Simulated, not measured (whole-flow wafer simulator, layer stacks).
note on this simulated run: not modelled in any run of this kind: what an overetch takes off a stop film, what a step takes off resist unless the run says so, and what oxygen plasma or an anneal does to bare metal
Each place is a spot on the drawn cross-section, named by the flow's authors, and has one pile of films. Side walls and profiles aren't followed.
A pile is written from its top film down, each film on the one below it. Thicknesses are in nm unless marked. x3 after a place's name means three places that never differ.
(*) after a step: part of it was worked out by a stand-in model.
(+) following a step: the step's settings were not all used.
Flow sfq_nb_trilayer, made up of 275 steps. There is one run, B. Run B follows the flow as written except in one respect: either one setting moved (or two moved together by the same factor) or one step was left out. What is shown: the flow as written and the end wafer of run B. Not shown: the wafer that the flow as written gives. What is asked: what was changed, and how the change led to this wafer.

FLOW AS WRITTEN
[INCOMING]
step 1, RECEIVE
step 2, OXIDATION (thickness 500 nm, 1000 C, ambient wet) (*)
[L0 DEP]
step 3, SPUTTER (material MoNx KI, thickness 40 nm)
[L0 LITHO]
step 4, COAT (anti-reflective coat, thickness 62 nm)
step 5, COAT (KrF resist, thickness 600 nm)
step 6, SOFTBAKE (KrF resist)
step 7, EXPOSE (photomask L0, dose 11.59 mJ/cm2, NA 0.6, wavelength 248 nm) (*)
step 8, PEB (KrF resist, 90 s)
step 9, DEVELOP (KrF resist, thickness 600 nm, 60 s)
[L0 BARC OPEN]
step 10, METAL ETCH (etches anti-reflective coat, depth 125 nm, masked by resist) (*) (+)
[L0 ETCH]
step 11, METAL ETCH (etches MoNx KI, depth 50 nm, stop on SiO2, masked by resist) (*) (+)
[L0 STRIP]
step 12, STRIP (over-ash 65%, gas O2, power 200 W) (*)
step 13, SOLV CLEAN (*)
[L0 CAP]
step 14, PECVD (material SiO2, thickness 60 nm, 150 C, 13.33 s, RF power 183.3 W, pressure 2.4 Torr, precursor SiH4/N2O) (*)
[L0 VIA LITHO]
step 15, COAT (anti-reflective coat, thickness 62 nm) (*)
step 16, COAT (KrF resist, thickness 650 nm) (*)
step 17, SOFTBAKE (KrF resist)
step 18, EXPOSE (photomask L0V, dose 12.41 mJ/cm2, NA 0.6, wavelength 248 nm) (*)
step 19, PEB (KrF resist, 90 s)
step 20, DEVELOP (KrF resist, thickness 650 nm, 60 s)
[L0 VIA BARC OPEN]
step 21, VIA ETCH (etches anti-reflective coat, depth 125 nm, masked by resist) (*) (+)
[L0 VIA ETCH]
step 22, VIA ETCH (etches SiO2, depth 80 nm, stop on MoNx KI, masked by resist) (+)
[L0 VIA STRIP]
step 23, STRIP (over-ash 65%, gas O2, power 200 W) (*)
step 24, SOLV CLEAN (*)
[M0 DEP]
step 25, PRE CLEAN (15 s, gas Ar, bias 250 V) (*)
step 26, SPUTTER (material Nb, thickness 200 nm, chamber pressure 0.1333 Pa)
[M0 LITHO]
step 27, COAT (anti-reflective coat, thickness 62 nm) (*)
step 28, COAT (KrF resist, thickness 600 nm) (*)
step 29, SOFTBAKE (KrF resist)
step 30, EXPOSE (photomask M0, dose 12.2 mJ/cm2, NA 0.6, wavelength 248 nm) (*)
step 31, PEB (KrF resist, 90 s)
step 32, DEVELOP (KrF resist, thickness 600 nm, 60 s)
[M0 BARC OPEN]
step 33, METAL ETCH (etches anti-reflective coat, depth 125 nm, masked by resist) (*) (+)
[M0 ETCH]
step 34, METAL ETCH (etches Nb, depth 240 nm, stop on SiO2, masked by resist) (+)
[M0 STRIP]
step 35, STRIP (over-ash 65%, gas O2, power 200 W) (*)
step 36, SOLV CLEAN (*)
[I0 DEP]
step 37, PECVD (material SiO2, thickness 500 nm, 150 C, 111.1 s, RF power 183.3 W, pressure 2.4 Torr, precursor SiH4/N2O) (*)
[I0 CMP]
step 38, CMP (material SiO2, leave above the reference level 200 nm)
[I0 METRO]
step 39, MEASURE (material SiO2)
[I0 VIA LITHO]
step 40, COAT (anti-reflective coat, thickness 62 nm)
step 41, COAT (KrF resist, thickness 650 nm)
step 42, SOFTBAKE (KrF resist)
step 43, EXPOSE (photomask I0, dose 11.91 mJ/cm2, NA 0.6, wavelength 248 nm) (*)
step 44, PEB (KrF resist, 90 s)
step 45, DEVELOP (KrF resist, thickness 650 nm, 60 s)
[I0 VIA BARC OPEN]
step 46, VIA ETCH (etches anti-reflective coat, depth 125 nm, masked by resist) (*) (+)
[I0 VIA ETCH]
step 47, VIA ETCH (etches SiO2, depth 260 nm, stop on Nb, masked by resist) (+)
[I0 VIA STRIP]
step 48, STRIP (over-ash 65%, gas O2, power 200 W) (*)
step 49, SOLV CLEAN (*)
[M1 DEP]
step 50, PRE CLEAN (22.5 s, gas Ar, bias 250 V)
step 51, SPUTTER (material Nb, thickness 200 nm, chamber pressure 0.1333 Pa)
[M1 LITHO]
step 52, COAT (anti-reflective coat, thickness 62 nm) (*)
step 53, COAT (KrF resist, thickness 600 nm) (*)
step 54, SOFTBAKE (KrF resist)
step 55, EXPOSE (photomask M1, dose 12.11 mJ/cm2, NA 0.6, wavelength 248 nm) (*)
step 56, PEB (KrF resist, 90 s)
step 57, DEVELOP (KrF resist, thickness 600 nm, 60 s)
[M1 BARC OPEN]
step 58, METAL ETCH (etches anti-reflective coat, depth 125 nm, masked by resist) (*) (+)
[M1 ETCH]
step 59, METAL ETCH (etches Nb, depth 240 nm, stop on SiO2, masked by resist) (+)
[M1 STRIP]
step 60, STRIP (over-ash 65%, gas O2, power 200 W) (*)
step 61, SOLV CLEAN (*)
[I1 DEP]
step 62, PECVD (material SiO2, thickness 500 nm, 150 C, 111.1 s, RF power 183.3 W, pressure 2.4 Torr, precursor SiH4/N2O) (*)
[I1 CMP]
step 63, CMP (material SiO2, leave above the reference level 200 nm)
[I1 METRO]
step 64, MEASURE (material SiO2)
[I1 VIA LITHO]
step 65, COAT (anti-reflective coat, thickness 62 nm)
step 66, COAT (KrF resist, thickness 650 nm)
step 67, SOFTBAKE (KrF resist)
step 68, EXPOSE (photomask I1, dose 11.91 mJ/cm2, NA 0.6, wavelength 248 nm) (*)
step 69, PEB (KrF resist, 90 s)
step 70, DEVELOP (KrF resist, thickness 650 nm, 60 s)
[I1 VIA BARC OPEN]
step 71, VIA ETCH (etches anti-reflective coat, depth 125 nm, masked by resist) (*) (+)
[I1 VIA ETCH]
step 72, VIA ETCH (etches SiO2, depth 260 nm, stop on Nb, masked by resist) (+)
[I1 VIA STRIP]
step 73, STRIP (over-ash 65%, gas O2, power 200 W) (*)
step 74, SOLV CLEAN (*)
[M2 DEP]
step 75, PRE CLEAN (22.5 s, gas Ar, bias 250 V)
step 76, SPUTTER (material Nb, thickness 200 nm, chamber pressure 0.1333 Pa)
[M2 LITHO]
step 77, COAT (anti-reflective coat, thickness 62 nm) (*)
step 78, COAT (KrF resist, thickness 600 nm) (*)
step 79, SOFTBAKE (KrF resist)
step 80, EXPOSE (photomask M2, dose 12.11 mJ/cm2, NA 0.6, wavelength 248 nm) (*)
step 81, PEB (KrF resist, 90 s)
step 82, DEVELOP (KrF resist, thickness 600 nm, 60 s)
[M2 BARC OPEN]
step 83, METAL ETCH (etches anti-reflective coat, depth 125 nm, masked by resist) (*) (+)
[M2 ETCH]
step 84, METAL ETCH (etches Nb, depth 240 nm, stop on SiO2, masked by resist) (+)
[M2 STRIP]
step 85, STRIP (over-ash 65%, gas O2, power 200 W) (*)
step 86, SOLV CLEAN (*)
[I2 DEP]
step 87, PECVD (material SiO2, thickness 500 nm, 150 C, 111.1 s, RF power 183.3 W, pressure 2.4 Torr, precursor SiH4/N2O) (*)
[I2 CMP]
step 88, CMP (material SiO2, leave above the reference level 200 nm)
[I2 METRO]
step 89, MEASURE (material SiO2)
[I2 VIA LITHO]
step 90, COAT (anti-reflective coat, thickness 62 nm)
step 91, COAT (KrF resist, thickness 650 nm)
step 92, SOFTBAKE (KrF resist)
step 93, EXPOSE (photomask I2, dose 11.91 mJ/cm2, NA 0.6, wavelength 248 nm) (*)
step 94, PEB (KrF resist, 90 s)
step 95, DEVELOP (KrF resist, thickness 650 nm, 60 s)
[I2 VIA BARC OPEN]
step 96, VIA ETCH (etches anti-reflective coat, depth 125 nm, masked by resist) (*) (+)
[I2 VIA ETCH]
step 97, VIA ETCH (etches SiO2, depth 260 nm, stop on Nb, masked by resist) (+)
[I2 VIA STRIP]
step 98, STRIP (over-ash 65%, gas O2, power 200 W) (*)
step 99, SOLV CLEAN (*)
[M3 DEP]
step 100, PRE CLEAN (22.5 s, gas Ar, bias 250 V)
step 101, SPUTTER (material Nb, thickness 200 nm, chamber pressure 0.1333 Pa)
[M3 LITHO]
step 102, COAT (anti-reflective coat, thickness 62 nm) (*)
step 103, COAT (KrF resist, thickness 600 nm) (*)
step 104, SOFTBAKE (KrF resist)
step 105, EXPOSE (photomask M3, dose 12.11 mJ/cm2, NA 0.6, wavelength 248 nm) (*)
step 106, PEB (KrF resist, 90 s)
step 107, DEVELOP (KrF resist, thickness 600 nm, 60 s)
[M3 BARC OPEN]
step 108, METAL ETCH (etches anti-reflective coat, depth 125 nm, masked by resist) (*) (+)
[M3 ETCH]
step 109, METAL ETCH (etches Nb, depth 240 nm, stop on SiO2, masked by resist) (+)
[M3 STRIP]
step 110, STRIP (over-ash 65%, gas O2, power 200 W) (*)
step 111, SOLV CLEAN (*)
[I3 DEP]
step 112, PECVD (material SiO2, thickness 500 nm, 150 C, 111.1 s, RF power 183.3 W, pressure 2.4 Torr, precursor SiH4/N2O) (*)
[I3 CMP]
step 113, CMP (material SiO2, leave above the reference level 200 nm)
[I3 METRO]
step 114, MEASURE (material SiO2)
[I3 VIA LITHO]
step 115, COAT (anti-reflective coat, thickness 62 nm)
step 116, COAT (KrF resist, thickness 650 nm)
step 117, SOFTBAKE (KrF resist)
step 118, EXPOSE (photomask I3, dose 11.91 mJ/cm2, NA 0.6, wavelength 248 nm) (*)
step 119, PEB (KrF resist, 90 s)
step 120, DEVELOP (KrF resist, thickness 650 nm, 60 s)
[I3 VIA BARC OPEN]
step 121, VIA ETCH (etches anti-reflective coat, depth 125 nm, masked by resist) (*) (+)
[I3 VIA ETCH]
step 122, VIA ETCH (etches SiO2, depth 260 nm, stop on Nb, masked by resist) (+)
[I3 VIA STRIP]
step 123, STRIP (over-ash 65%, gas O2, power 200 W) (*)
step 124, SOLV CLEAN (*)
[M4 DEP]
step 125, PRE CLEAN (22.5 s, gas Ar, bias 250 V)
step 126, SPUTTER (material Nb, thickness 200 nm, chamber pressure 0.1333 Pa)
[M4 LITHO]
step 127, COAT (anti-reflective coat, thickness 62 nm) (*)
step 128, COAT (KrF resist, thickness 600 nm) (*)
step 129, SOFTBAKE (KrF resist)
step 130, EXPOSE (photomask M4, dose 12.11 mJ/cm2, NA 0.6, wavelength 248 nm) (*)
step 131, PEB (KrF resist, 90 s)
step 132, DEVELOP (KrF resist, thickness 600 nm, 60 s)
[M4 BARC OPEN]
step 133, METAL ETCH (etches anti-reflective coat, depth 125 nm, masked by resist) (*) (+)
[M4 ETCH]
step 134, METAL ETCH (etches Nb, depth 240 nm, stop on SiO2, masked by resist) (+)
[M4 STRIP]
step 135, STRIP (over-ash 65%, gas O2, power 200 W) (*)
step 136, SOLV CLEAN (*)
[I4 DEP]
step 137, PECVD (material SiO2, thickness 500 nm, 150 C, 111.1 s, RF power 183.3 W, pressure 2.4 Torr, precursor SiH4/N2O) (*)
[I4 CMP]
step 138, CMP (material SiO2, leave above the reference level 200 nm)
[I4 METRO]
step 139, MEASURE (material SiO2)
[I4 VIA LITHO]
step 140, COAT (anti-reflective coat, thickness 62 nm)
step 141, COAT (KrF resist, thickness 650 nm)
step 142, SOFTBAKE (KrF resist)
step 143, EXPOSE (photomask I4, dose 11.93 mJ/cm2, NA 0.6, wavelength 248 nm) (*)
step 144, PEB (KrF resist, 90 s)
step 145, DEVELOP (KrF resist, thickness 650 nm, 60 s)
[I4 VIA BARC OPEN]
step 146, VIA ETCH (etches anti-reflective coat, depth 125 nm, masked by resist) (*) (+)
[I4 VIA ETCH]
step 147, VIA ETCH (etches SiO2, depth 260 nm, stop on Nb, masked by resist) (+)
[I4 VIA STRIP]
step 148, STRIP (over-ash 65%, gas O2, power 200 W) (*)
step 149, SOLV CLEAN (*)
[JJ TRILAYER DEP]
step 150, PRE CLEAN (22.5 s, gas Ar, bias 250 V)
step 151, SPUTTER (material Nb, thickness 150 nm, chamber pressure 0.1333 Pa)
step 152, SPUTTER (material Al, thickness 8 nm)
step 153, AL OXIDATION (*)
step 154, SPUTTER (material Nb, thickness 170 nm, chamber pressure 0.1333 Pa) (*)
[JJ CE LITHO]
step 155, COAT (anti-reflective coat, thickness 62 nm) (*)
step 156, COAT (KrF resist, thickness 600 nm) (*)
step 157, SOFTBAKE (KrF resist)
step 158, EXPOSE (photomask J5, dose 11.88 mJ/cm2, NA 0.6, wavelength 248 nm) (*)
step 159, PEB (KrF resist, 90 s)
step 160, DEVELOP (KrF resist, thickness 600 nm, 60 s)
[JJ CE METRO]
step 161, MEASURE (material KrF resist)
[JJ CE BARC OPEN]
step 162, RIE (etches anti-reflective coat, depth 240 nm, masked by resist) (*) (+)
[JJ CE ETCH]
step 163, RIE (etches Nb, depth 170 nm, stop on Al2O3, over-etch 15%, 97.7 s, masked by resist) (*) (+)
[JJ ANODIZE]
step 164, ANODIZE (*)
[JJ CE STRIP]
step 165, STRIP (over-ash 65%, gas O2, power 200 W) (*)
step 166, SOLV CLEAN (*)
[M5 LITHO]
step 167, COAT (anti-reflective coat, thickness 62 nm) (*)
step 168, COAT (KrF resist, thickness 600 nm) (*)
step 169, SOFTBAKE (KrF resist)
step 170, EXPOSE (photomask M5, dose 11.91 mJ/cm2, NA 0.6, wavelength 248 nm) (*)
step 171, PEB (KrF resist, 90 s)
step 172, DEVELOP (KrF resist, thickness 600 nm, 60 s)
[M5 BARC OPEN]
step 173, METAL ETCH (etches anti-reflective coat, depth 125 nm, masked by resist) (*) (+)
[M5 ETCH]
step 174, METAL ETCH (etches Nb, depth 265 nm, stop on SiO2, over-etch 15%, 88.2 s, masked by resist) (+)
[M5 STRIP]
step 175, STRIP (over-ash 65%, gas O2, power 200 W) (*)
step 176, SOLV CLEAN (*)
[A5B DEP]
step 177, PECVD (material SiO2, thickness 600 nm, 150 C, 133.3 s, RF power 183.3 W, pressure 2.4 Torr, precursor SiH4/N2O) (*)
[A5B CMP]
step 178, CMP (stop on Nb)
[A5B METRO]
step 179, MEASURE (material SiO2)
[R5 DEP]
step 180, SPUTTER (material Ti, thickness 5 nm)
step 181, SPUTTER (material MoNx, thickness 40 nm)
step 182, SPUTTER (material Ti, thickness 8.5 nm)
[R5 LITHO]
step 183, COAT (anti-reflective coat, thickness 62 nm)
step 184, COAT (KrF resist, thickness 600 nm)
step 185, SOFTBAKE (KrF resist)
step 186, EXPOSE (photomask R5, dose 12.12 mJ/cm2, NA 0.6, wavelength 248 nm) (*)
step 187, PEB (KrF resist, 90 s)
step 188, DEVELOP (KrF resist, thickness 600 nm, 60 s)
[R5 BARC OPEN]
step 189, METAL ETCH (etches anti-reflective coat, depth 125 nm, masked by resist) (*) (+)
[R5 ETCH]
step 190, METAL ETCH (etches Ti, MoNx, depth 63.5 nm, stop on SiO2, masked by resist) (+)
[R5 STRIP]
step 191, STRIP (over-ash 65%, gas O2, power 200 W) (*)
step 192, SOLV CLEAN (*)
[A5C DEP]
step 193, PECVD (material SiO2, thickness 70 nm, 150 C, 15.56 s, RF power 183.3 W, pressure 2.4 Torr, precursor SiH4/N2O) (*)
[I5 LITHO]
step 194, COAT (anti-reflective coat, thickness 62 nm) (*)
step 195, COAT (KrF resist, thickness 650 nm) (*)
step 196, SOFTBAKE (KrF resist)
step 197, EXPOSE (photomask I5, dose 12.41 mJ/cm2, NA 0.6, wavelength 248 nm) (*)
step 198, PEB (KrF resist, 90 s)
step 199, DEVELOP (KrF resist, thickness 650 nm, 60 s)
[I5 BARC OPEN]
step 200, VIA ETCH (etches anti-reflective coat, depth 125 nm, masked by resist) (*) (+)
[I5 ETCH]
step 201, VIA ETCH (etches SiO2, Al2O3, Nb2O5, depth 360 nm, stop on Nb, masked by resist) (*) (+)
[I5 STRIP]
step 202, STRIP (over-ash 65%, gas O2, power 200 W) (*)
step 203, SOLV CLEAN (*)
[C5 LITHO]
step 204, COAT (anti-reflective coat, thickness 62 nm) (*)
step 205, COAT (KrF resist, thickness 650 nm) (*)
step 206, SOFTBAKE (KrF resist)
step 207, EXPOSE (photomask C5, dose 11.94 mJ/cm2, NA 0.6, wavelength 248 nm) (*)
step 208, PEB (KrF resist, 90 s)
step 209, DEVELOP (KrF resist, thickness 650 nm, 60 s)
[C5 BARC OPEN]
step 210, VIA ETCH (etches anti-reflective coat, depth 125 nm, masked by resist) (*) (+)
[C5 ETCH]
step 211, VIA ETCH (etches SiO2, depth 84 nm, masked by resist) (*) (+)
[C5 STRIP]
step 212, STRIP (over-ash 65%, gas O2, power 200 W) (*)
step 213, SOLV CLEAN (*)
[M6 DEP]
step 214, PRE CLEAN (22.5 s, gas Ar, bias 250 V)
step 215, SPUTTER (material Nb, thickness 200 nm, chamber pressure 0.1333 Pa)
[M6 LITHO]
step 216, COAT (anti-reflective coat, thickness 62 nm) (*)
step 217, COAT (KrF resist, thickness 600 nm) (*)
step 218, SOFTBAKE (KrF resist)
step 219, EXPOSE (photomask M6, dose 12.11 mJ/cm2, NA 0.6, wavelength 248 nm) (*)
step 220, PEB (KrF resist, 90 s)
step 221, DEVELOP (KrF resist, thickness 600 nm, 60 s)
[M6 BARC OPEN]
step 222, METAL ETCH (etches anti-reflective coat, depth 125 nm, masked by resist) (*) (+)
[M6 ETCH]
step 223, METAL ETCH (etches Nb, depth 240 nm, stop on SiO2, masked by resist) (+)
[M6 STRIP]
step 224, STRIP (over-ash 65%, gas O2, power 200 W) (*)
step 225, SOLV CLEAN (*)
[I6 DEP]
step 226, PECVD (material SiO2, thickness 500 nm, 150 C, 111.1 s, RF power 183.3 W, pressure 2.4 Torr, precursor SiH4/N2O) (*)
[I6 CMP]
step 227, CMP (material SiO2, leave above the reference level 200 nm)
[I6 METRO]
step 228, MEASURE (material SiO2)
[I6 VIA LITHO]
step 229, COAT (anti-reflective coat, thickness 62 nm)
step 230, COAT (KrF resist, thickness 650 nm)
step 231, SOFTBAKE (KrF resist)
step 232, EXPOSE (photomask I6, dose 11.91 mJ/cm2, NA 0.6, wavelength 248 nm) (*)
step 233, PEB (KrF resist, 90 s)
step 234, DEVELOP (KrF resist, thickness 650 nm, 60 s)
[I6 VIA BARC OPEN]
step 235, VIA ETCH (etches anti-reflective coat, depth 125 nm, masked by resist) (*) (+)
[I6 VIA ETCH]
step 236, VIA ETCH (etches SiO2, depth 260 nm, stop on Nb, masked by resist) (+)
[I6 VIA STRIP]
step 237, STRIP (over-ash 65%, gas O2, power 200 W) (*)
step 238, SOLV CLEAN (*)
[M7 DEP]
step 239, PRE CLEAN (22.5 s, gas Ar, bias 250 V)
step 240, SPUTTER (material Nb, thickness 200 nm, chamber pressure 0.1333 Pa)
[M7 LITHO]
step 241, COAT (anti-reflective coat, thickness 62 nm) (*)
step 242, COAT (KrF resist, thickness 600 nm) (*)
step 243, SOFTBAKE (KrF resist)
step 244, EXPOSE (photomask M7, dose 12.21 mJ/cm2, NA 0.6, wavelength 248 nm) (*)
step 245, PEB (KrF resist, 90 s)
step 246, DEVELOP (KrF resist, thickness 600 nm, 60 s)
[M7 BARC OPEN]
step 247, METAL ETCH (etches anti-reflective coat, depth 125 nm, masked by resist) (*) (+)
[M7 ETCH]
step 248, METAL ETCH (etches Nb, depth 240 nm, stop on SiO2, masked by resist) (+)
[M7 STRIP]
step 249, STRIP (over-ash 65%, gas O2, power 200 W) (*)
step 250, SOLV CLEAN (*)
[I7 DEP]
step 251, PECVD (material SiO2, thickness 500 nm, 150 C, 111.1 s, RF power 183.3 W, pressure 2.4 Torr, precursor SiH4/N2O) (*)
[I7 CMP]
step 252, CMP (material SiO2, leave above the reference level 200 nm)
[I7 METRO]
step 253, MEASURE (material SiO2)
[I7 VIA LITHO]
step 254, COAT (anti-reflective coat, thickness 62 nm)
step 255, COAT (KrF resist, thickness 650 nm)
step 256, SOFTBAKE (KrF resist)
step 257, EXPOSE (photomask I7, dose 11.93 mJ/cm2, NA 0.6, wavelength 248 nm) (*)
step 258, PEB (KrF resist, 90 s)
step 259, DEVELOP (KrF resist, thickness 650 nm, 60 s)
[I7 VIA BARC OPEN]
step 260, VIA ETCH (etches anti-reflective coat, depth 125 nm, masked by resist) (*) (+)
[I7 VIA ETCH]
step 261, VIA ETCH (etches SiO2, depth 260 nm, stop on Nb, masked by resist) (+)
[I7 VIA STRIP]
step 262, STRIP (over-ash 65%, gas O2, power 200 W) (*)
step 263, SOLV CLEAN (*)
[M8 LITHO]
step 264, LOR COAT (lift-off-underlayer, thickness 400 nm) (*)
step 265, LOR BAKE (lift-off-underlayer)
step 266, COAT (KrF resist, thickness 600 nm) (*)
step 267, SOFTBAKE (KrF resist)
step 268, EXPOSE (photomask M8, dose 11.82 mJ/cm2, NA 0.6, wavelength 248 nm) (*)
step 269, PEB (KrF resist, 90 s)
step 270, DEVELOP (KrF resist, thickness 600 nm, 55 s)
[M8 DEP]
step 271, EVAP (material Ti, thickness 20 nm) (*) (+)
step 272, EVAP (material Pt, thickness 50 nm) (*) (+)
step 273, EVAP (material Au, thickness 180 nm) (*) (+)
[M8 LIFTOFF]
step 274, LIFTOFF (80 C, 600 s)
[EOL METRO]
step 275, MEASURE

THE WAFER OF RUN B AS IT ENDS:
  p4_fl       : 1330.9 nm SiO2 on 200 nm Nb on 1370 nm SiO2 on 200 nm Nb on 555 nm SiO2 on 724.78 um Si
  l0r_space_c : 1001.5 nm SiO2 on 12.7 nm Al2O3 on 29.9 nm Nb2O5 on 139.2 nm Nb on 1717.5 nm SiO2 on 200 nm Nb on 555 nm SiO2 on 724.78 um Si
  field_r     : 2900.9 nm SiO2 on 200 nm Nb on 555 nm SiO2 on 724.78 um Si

What caused this: step 138, CMP: leave above the reference level 155 nm was run, though the flow has leave above the reference level 200 nm.

How this came from the change, step by step:
  step 138, CMP (material SiO2, leave above the reference level 200 nm)
      field_l, be, be_sur and 55 more: SiO2 loses 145 (in the flow as written it would be: SiO2 loses 100)
      v_sur, via_wl, via_w and 35 more: SiO2 loses 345 (in the flow as written it would be: SiO2 loses 300)
      (as well as at 10 more places)
  step 147, VIA ETCH (etches SiO2, depth 260 nm, stop on Nb, masked by resist) (+)
      field_l, v_sur, via_sp and 100 more: KrF resist loses 40 (in the flow as written it would be: KrF resist loses 44.8)
      via_wl, via_w, via_wr: SiO2 loses 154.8 (all of it) (in the flow as written it would be: SiO2 loses 199.8 (all of it))
  step 151, SPUTTER (material Nb, thickness 150 nm, chamber pressure 0.1333 Pa)
      via_wl, via_w, via_wr: Nb gains 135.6 (in the flow as written it would be: Nb gains 130.4)
  step 154, SPUTTER (material Nb, thickness 170 nm, chamber pressure 0.1333 Pa) (*)
      via_wl, via_wr: Nb gains 148.5 (new film) (in the flow as written it would be: Nb gains 140.7 (new film))
      via_w: Nb gains 148.8 (new film) (in the flow as written it would be: Nb gains 141 (new film))
  step 155, COAT (anti-reflective coat, thickness 62 nm) (*)
      via_wl, via_wr: anti-reflective coat gains 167 (new film) (in the flow as written it would be: anti-reflective coat gains 209.4 (new film))
      v_sur: anti-reflective coat gains 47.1 (new film) (in the flow as written it would be: anti-reflective coat gains 45.1 (new film))
      (as well as at 2 more places)
  step 156, COAT (KrF resist, thickness 600 nm) (*)
      via_w: KrF resist gains 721 (new film) (in the flow as written it would be: KrF resist gains 763.8 (new film))
  step 160, DEVELOP (KrF resist, thickness 600 nm, 60 s)
      via_w: KrF resist loses 719.5 (all of it) (in the flow as written it would be: KrF resist loses 762.1 (all of it))
  step 162, RIE (etches anti-reflective coat, depth 240 nm, masked by resist) (*) (+)
      ce_l, c5j, ce_r, wl_jj: KrF resist loses 167 (in the flow as written it would be: KrF resist loses 209.4)
      via_wl, via_wr: anti-reflective coat loses 167 (all of it) (in the flow as written it would be: anti-reflective coat loses 209.4 (all of it))
      (as well as at 3 more places)
  step 163, RIE (etches Nb, depth 170 nm, stop on Al2O3, over-etch 15%, 97.7 s, masked by resist) (*) (+)
      via_wl, via_wr: Nb loses 148.5 (all of it), Al2O3 loses 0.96 (all of it) (in the flow as written it would be: Nb loses 140.7 (all of it), Al2O3 loses 0.96 (all of it))
      via_w: Nb loses 148.8 (all of it), Al2O3 loses 0.96 (all of it) (in the flow as written it would be: Nb loses 141 (all of it), Al2O3 loses 0.96 (all of it))
  step 164, ANODIZE (*)
      via_w: Al2O3 gains 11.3 (new film), Nb2O5 gains 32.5 (new film), Al loses 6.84 (all of it), Nb loses 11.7 (in the flow as written it would be: Al2O3 gains 10.8 (new film), Nb2O5 gains 33.3 (new film), Al loses 6.54 (all of it), Nb loses 12)
  step 165, STRIP (over-ash 65%, gas O2, power 200 W) (*)
      ce_l: KrF resist loses 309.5 (all of it), anti-reflective coat loses 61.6 (all of it) (in the flow as written it would be: KrF resist loses 266.8 (all of it), anti-reflective coat loses 61.4 (all of it))
      c5j: KrF resist loses 309.5 (all of it), anti-reflective coat loses 61.6 (all of it) (in the flow as written it would be: KrF resist loses 266.9 (all of it), anti-reflective coat loses 61.5 (all of it))
      (as well as at 2 more places)
  step 167, COAT (anti-reflective coat, thickness 62 nm) (*)
      v_sur: anti-reflective coat gains 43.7 (new film) (in the flow as written it would be: anti-reflective coat gains 44.9 (new film))
      via_wl: anti-reflective coat gains 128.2 (new film) (in the flow as written it would be: anti-reflective coat gains 170.5 (new film))
      (as well as at 2 more places)
  step 168, COAT (KrF resist, thickness 600 nm) (*)
      via_w: KrF resist gains 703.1 (new film) (in the flow as written it would be: KrF resist gains 732.6 (new film))
  step 175, STRIP (over-ash 65%, gas O2, power 200 W) (*)
      v_sur: KrF resist loses 356.9 (all of it), anti-reflective coat loses 43.7 (all of it) (in the flow as written it would be: KrF resist loses 349.2 (all of it), anti-reflective coat loses 44.9 (all of it))
      via_wl: KrF resist loses 428.4 (all of it), anti-reflective coat loses 128.2 (all of it) (in the flow as written it would be: KrF resist loses 427 (all of it), anti-reflective coat loses 170.5 (all of it))
      (as well as at 2 more places)
  step 178, CMP (stop on Nb)
      via_wl, via_wr: SiO2 loses 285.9 (in the flow as written it would be: SiO2 loses 235.7)
      via_w: SiO2 loses 285.4 (in the flow as written it would be: SiO2 loses 235.2)
